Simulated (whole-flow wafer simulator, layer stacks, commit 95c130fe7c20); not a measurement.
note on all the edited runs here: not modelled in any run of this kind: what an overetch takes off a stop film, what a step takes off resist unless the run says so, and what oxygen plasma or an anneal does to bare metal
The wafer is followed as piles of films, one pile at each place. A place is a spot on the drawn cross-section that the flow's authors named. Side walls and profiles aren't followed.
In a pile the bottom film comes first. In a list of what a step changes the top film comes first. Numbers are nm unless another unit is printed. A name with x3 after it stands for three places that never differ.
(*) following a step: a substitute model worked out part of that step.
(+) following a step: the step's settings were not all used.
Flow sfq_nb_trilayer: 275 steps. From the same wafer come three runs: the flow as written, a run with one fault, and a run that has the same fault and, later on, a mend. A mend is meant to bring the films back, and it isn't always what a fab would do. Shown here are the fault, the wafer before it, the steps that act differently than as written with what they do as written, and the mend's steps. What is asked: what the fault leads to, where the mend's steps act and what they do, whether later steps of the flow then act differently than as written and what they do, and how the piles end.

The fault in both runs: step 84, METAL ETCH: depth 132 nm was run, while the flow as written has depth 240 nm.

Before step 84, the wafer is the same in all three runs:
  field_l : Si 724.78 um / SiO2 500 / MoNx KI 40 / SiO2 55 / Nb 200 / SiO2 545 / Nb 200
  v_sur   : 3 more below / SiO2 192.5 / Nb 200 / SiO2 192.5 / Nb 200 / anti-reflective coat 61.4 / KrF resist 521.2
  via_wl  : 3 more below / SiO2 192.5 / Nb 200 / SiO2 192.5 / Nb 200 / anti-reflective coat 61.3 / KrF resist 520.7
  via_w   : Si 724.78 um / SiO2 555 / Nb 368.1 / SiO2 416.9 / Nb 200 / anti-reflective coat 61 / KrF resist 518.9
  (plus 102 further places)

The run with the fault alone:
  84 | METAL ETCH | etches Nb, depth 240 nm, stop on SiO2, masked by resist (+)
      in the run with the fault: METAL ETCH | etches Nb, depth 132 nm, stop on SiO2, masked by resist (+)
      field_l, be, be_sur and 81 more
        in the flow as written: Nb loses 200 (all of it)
        in the run with the fault: Nb loses 132
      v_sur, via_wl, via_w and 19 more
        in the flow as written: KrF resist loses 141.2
        in the run with the fault: KrF resist loses 77.6
  Later steps of the flow acting differently than as written:
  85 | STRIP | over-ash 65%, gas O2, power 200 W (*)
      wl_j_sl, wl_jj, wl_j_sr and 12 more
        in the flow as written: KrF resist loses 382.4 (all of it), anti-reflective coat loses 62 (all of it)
        in the run with the fault: KrF resist loses 445.9 (all of it), anti-reflective coat loses 62 (all of it)
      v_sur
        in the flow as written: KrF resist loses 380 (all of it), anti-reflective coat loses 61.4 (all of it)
        in the run with the fault: KrF resist loses 443.6 (all of it), anti-reflective coat loses 61.4 (all of it)
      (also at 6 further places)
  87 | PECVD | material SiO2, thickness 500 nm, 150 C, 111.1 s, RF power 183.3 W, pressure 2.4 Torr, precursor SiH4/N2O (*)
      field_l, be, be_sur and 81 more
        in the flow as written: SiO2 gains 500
        in the run with the fault: SiO2 gains 500 (new film)
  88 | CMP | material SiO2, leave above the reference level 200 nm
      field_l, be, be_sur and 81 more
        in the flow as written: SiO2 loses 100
        in the run with the fault: SiO2 loses 168
  At field_l, be, be_sur and 81 more, the piles at the end differ from the flow's by more than 2% or 0.5 nm, whichever is larger.
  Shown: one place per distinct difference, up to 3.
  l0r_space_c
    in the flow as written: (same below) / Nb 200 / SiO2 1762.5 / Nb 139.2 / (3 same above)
    in the run with the fault: (same below) / Nb 200 / SiO2 585 / Nb 68 / SiO2 1109.5 / Nb 139.2 / (3 same above)
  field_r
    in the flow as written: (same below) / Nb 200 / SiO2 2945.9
    in the run with the fault: (same below) / Nb 200 / SiO2 585 / Nb 68 / SiO2 2292.9
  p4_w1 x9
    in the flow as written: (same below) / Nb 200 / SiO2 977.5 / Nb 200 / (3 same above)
    in the run with the fault: (same below) / Nb 200 / SiO2 585 / Nb 68 / SiO2 324.5 / Nb 200 / (3 same above)

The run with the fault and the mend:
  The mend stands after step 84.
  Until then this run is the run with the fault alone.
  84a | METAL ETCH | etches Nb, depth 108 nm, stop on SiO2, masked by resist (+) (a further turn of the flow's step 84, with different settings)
      field_l, be, be_sur and 81 more
        Nb loses 68 (all of it)
      v_sur, via_wl, via_w and 19 more
        KrF resist loses 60
  Later steps of the flow that are run all act as written at every place that is followed, up to a difference of at most 2% or 0.5 nm, whichever is larger.
  At every place that both follow, the piles at the end match the flow's.
